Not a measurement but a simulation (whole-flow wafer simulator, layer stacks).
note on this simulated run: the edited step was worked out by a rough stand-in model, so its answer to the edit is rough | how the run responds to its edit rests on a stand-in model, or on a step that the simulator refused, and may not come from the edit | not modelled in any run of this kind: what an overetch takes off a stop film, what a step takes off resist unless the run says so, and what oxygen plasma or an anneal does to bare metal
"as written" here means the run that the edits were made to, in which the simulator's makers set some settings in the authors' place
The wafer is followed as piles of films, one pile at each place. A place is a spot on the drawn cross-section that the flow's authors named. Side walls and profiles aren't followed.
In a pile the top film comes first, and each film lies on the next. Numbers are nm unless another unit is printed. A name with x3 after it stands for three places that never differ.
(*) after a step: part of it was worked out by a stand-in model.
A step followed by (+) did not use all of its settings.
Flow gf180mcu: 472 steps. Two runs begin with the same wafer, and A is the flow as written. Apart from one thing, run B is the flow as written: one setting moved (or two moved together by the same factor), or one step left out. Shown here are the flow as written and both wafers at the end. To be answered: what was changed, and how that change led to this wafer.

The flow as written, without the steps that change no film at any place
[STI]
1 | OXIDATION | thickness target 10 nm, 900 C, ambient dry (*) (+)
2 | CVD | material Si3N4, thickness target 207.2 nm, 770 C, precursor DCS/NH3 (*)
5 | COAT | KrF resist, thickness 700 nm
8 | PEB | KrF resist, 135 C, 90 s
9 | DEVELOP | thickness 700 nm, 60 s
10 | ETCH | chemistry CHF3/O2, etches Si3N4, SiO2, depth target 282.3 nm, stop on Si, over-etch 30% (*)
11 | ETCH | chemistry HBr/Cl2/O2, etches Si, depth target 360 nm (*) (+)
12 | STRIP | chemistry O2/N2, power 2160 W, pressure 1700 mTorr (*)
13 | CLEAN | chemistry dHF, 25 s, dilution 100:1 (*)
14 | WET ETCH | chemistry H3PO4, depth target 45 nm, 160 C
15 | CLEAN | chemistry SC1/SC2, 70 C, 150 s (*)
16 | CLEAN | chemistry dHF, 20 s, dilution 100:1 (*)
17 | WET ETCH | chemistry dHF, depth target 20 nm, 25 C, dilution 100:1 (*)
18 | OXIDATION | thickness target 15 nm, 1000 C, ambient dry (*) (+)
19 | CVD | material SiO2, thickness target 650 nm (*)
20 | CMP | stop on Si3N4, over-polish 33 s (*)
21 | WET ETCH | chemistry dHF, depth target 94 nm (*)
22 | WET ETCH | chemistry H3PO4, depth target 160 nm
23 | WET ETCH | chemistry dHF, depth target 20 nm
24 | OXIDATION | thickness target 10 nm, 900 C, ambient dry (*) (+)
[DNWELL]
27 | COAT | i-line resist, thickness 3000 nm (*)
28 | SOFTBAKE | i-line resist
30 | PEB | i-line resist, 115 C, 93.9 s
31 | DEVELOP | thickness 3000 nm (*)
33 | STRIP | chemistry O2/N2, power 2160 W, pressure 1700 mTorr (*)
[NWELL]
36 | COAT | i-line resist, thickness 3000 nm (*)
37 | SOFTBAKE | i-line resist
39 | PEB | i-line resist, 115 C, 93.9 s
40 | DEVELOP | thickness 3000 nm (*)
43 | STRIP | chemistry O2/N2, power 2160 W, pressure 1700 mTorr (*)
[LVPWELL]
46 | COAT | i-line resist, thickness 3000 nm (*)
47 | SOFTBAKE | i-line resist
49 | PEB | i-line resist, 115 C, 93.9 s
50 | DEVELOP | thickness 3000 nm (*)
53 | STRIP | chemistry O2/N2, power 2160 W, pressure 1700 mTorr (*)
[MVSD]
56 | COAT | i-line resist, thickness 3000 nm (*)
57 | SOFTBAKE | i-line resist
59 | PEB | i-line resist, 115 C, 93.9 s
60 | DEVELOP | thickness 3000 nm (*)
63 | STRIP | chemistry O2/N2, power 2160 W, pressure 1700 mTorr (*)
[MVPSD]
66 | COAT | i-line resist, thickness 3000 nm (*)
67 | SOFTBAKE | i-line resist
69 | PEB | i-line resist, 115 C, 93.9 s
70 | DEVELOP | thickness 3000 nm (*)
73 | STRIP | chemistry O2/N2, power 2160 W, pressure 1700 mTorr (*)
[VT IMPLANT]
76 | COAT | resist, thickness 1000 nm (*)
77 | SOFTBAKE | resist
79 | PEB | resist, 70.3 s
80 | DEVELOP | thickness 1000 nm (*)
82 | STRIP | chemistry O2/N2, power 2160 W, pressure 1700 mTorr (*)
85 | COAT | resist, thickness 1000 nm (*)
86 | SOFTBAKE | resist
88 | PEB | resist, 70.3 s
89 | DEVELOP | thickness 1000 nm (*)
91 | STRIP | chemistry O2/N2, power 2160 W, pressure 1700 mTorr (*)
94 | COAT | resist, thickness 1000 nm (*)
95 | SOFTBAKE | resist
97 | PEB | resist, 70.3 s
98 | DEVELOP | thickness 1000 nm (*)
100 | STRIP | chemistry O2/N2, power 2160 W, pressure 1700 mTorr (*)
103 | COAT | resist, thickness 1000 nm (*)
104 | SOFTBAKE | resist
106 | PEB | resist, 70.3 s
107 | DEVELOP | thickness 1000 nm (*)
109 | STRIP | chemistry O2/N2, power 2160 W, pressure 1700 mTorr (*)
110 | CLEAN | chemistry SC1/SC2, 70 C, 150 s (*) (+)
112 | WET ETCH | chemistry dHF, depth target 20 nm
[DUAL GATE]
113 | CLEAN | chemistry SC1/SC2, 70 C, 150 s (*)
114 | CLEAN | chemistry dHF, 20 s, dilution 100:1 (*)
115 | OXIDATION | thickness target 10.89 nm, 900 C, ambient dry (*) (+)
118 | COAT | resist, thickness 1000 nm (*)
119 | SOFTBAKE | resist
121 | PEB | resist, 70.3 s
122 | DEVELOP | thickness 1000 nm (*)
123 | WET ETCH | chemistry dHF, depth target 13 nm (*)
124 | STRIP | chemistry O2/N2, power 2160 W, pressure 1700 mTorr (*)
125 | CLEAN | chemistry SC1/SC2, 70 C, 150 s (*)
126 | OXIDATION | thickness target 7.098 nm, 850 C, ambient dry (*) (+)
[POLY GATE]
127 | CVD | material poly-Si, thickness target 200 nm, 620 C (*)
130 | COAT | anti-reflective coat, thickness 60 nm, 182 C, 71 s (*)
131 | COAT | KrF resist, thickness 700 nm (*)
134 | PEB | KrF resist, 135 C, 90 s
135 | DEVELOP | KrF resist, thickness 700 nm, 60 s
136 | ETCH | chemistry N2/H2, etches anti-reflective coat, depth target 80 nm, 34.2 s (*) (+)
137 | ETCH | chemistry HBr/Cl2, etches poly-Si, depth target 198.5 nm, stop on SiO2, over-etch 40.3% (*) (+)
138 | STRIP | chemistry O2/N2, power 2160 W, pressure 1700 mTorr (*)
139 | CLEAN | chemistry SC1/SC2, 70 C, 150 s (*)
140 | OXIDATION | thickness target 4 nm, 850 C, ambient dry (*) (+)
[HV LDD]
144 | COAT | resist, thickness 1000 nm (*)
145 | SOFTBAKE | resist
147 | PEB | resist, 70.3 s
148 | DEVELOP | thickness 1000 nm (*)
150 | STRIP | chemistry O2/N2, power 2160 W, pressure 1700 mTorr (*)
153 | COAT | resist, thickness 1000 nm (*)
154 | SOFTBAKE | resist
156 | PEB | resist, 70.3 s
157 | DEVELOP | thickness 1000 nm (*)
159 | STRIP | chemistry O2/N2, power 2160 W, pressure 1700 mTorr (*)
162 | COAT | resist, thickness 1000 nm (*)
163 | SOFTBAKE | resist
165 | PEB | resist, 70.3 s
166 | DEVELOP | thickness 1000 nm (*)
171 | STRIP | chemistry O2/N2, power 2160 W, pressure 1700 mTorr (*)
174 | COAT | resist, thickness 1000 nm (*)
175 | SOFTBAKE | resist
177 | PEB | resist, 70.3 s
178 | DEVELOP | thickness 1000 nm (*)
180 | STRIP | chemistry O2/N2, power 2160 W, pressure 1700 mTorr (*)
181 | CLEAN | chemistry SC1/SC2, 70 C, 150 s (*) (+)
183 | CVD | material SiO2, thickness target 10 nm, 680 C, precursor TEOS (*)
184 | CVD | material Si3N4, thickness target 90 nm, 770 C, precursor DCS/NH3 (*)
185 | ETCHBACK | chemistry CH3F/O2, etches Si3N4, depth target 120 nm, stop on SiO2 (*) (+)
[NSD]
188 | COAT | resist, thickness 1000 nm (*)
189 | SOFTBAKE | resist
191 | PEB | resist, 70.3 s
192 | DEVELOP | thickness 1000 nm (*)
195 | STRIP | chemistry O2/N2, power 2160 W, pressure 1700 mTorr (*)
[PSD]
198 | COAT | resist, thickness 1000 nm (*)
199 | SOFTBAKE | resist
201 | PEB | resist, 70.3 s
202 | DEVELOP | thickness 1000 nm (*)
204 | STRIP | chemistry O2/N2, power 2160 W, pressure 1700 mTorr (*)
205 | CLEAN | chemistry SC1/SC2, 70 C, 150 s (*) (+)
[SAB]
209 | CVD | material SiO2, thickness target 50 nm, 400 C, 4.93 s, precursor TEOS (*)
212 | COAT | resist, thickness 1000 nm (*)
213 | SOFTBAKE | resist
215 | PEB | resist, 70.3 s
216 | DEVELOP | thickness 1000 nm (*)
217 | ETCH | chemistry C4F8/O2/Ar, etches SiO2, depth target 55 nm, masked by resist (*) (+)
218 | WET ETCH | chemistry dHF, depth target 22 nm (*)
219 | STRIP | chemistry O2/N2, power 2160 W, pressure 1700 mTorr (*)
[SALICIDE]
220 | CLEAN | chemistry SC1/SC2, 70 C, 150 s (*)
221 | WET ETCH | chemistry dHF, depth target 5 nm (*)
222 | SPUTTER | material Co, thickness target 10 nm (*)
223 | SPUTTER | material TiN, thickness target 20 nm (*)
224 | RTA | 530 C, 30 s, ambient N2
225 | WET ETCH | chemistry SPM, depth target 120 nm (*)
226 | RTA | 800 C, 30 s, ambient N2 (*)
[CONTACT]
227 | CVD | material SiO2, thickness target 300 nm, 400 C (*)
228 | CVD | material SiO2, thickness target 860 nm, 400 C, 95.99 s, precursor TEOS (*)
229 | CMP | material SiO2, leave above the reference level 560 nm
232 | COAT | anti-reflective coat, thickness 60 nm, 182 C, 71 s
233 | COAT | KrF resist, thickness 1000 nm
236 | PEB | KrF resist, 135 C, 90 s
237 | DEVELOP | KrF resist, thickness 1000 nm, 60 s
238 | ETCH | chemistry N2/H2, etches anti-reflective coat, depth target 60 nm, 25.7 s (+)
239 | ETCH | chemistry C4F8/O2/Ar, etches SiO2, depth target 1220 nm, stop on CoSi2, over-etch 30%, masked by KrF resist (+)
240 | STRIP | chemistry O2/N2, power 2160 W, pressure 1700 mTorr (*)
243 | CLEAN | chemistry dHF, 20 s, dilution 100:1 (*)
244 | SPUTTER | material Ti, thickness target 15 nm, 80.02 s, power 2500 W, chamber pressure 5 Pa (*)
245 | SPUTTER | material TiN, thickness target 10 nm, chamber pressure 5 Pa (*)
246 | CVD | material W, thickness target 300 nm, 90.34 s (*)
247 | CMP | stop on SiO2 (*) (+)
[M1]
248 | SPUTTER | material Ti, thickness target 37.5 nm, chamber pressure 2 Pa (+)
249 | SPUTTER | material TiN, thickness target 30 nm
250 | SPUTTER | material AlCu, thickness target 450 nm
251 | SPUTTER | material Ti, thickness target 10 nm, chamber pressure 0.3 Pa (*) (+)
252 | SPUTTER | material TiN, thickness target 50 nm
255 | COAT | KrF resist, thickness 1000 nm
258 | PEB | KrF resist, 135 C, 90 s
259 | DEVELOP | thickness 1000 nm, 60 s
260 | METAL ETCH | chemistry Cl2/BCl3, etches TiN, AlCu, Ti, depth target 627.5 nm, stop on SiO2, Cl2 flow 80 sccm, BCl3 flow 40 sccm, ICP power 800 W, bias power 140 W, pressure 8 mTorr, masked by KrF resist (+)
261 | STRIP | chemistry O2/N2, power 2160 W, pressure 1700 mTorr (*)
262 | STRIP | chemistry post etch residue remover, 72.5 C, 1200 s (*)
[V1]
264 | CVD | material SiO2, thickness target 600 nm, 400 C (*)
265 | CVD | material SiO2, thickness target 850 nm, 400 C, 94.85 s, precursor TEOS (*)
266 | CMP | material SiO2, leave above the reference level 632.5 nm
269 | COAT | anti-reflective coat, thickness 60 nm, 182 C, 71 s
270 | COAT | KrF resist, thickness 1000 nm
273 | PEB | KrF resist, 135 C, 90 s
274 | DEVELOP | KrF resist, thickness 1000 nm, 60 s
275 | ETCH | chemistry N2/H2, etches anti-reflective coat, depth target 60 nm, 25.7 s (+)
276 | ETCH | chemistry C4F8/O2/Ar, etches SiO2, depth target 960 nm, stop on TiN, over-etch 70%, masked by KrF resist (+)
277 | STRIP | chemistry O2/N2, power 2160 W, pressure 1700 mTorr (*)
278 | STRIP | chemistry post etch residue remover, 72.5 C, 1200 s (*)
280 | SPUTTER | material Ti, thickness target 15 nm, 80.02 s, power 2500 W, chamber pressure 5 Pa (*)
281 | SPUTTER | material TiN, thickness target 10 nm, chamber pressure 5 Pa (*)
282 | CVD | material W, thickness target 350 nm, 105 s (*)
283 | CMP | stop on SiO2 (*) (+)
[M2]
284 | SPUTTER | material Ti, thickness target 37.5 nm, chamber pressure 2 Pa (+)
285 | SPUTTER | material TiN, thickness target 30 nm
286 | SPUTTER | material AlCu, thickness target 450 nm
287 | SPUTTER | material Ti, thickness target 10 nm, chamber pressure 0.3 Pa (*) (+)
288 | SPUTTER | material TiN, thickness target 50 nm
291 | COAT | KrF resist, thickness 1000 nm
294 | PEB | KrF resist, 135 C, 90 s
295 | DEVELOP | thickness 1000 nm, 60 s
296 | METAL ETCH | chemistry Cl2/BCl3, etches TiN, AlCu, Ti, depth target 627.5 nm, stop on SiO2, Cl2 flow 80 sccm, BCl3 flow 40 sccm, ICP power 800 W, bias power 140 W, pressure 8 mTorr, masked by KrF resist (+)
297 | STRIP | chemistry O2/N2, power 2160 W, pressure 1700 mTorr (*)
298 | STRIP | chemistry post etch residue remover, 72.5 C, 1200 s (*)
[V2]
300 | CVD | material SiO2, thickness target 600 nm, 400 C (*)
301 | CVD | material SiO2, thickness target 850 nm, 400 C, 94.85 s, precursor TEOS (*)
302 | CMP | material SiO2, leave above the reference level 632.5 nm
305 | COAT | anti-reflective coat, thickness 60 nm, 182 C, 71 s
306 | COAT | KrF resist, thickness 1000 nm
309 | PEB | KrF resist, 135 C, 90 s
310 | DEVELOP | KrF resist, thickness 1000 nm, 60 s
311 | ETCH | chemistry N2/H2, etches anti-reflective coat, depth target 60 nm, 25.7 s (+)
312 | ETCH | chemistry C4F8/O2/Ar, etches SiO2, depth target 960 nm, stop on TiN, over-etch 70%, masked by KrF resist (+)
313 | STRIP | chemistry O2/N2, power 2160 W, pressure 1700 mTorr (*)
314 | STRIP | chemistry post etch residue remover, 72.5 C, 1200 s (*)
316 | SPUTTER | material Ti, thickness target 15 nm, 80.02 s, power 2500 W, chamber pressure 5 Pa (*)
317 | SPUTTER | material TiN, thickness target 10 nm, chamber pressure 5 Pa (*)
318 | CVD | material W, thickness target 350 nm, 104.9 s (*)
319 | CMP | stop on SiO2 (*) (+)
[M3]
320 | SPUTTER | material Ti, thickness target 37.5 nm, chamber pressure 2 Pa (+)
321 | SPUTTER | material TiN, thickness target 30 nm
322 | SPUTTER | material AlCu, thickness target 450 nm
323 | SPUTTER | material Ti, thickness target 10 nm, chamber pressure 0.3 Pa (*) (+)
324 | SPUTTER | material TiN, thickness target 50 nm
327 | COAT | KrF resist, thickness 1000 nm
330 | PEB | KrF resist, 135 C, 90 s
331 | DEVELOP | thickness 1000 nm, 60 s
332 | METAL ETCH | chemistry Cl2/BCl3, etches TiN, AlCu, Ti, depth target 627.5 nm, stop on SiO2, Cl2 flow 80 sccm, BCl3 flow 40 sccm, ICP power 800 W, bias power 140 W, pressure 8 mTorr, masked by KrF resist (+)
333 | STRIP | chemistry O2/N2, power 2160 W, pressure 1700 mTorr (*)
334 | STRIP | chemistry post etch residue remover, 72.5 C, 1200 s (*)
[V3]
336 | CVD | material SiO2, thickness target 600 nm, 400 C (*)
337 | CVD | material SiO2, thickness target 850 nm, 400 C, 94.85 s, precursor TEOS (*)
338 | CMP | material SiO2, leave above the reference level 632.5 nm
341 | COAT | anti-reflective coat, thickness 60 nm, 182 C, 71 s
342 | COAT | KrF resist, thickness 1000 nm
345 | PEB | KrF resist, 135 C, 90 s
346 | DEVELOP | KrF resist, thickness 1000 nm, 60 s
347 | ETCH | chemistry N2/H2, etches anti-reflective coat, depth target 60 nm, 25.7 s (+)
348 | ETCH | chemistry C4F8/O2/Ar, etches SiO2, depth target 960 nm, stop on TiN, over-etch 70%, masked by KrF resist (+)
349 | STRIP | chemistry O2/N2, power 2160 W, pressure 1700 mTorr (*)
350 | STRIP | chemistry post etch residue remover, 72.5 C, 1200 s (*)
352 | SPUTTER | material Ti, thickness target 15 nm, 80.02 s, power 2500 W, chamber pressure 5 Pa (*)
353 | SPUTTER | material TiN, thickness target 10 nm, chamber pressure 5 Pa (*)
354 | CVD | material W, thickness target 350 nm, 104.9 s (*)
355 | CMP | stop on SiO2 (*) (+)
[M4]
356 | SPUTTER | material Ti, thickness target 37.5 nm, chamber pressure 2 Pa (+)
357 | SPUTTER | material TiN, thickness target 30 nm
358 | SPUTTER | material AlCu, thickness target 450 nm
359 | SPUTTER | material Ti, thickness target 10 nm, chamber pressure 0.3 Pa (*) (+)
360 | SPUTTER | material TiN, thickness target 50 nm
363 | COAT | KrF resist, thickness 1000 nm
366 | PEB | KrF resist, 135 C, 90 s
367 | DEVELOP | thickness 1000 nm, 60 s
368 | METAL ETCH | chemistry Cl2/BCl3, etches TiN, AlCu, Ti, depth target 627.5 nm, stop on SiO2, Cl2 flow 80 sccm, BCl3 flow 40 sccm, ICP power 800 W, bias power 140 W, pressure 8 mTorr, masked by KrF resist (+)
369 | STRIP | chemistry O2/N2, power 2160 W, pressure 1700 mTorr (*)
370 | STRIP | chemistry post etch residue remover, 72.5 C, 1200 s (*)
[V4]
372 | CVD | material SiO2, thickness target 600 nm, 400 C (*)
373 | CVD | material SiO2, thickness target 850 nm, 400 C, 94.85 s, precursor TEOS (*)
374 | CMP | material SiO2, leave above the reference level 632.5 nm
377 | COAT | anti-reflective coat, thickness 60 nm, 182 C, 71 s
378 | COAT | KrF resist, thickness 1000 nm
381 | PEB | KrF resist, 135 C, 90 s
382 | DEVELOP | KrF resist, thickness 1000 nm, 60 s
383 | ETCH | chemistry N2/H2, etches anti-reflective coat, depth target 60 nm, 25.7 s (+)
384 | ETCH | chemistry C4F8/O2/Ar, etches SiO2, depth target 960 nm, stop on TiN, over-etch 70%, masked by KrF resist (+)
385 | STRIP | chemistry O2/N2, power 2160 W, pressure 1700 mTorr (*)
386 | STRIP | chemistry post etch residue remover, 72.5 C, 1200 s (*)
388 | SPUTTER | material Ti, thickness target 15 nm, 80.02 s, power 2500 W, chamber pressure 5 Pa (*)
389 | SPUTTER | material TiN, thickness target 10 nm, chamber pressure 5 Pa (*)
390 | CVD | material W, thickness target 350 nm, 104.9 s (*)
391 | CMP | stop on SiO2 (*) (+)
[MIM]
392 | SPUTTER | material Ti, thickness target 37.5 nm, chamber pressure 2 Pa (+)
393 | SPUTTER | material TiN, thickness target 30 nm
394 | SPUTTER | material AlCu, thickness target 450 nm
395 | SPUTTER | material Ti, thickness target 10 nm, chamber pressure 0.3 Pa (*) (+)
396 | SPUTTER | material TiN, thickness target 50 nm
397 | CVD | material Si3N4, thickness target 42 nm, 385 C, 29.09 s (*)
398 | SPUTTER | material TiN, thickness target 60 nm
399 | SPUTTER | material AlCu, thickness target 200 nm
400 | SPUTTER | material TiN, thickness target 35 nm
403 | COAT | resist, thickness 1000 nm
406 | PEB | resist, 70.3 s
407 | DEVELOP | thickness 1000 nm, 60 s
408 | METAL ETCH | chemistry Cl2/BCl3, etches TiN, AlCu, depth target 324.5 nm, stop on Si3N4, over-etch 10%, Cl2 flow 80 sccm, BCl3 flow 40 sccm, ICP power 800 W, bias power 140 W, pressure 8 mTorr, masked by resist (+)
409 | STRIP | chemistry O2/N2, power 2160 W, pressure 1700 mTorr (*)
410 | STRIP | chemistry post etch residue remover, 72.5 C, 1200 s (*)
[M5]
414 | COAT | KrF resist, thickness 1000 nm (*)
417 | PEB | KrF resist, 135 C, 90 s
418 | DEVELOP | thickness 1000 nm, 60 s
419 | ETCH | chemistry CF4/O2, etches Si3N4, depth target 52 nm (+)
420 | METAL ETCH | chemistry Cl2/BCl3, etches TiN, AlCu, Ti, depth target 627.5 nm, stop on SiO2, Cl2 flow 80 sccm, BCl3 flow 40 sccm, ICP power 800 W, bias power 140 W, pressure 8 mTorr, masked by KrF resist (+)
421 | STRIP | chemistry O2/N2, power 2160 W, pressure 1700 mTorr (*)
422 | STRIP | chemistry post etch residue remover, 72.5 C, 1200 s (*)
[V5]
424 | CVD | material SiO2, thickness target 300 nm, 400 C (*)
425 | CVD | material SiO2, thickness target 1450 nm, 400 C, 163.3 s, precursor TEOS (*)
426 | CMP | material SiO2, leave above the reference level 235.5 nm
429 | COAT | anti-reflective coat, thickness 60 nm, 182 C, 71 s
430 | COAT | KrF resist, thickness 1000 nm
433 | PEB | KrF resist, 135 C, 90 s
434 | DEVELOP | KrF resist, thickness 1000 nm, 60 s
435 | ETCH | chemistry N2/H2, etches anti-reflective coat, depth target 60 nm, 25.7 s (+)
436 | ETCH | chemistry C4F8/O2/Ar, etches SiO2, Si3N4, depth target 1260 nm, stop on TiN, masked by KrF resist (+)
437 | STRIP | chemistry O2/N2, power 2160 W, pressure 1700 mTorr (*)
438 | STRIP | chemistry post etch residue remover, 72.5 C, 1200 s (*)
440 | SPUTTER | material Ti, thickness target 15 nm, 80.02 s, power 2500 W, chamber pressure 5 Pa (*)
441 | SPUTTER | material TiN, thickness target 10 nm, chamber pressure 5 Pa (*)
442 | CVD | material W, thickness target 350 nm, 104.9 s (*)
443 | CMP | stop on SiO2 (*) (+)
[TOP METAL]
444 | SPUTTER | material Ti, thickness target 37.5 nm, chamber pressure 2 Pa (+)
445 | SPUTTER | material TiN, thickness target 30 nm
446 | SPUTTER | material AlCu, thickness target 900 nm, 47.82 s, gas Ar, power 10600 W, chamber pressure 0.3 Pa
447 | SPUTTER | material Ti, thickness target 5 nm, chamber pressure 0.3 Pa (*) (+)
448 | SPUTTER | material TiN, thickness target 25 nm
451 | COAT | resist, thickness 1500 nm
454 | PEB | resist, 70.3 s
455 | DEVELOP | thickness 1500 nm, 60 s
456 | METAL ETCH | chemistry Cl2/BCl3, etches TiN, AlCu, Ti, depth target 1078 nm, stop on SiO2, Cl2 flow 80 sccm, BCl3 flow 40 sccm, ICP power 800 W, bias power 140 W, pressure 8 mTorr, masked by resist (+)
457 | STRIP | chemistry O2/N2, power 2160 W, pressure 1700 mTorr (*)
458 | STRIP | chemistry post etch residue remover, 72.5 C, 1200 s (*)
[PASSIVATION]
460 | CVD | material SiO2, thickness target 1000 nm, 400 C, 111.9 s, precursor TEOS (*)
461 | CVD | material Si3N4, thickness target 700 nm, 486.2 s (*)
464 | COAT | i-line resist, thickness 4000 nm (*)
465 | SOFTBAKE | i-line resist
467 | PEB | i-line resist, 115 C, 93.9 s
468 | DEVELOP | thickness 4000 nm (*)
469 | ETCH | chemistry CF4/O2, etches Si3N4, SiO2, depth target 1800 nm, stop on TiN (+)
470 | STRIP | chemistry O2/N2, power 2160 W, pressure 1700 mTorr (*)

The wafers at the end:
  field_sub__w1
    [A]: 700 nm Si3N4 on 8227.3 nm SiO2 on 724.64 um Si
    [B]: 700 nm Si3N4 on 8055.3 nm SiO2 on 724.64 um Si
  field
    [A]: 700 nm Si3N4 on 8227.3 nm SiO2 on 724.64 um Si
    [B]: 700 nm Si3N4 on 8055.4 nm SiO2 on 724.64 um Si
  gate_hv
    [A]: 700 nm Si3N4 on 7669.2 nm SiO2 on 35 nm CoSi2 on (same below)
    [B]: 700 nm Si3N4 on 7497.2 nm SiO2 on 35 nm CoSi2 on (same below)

The reason: step 425, CVD: thickness target 972 nm was run, whereas the flow has thickness target 1450 nm; step 425, CVD: 109.4 s was run, where the flow has 163.3 s.

How this came from the change, step by step:
  425 | CVD | material SiO2, thickness target 1450 nm, 400 C, 163.3 s, precursor TEOS (*)
      field, field__w1, field__w4 and 100 more: A +1450 SiO2 | B +977.6 SiO2
      field__w2, field__w3, field__w12 and 6 more: A +1421.8 SiO2 | B +959.1 SiO2
  426 | CMP | material SiO2, leave above the reference level 235.5 nm
      field, field__w1, field__w5 and 92 more: A -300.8 SiO2 | B nothing
      field__w2, field__w3, field__w12 and 6 more: A -272.7 SiO2 | B nothing
      (also at 8 further places)
  429 | COAT | anti-reflective coat, thickness 60 nm, 182 C, 71 s
      field__w9, p_well, sti, spacer, sd_n, pad, dice_street: A +60 anti-reflective coat (new film) | B +61.3 anti-reflective coat (new film)
      m1__w1, ppoly_sal: A +60 anti-reflective coat (new film) | B +50.6 anti-reflective coat (new film)
      (also at 41 further places)
  430 | COAT | KrF resist, thickness 1000 nm
      field, field__w13: A +1000 KrF resist (new film) | B +968.1 KrF resist (new film)
      field__w7, nw_enc_fld_lv: A +1000 KrF resist (new film) | B +1035.1 KrF resist (new film)
      (also at 23 further places)
  433 | PEB | KrF resist, 135 C, 90 s
      m1, mim: A -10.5 KrF resist | B -8.85 KrF resist
      polyc_n, polyc_n_rim: A -10.5 KrF resist | B -12.2 KrF resist
      (also at 9 further places)
  434 | DEVELOP | KrF resist, thickness 1000 nm, 60 s
      contact: A -989.5 KrF resist (all of it) | B -903.4 KrF resist (all of it)
  435 | ETCH | chemistry N2/H2, etches anti-reflective coat, depth target 60 nm, 25.7 s (+)
      contact: A -60 anti-reflective coat (all of it), -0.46 SiO2 | B -18.7 anti-reflective coat (all of it), -1.52 SiO2
  437 | STRIP | chemistry O2/N2, power 2160 W, pressure 1700 mTorr (*)
      p_well, sti, spacer, sd_n, pad, dice_street: A -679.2 KrF resist (all of it), -60 anti-reflective coat (all of it) | B -679.5 KrF resist (all of it), -61.3 anti-reflective coat (all of it)
      field: A -679.2 KrF resist (all of it), -60 anti-reflective coat (all of it) | B -647.6 KrF resist (all of it), -136.2 anti-reflective coat (all of it)
      (also at 44 further places)
  440 | SPUTTER | material Ti, thickness target 15 nm, 80.02 s, power 2500 W, chamber pressure 5 Pa (*)
      field__w2: A +15 Ti (new film) | B +14.2 Ti (new film)
      contact: A +8.12 Ti (new film) | B +8.96 Ti (new film)
  441 | SPUTTER | material TiN, thickness target 10 nm, chamber pressure 5 Pa (*)
      field__w2: A +10 TiN (new film) | B +9.42 TiN (new film)
      contact: A +5.38 TiN (new film) | B +5.95 TiN (new film)
  442 | CVD | material W, thickness target 350 nm, 104.9 s (*)
      contact: A +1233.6 W (new film) | B +1060.6 W (new film)
  443 | CMP | stop on SiO2 (*) (+)
      field__w3, field__w12, ppoly_sal, gate_hv5, gate_p_hv5, sti_nw: A -350 W (all of it), -10 TiN (all of it), -15 Ti (all of it), -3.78 SiO2 | B -350 W (all of it), -10 TiN (all of it), -0.68 Ti
      npoly_sal, nw_sep_fld: A -350 W (all of it), -10 TiN (all of it), -15 Ti (all of it), -3.78 SiO2 | B -350 W (all of it), -9.89 TiN (all of it), -0.52 Ti
      (also at 8 further places)
  444 | SPUTTER | material Ti, thickness target 37.5 nm, chamber pressure 2 Pa (+)
      field__w2, field__w3, field__w12 and 6 more: A +37.5 Ti (new film) | B +37.5 Ti
  451 | COAT | resist, thickness 1500 nm
      field__w8: A +1500 resist (new film) | B +1356.8 resist (new film)
      m1: A +1500 resist (new film) | B +1356.9 resist (new film)
      (also at 4 further places)
  452 | SOFTBAKE | resist
      field__w4, pplus_u: A nothing | B +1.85 resist
      gate_hv, polyc_n_rim: A nothing | B +3.08 resist
      (also at 39 further places)
  454 | PEB | resist, 70.3 s
      field__w8, m1, m1__w1, mim: A -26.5 resist | B -23.1 resist
      mim_1p0: A -26.5 resist | B -22.9 resist
      (also at 1 further place)
  ... another 6 steps ...
  470 | STRIP | chemistry O2/N2, power 2160 W, pressure 1700 mTorr (*)
      field__w8, m1__w1: A -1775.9 i-line resist (all of it) | B -1618 i-line resist (all of it)
      m1: A -1798.9 i-line resist (all of it) | B -1636 i-line resist (all of it)
      (also at 3 further places)
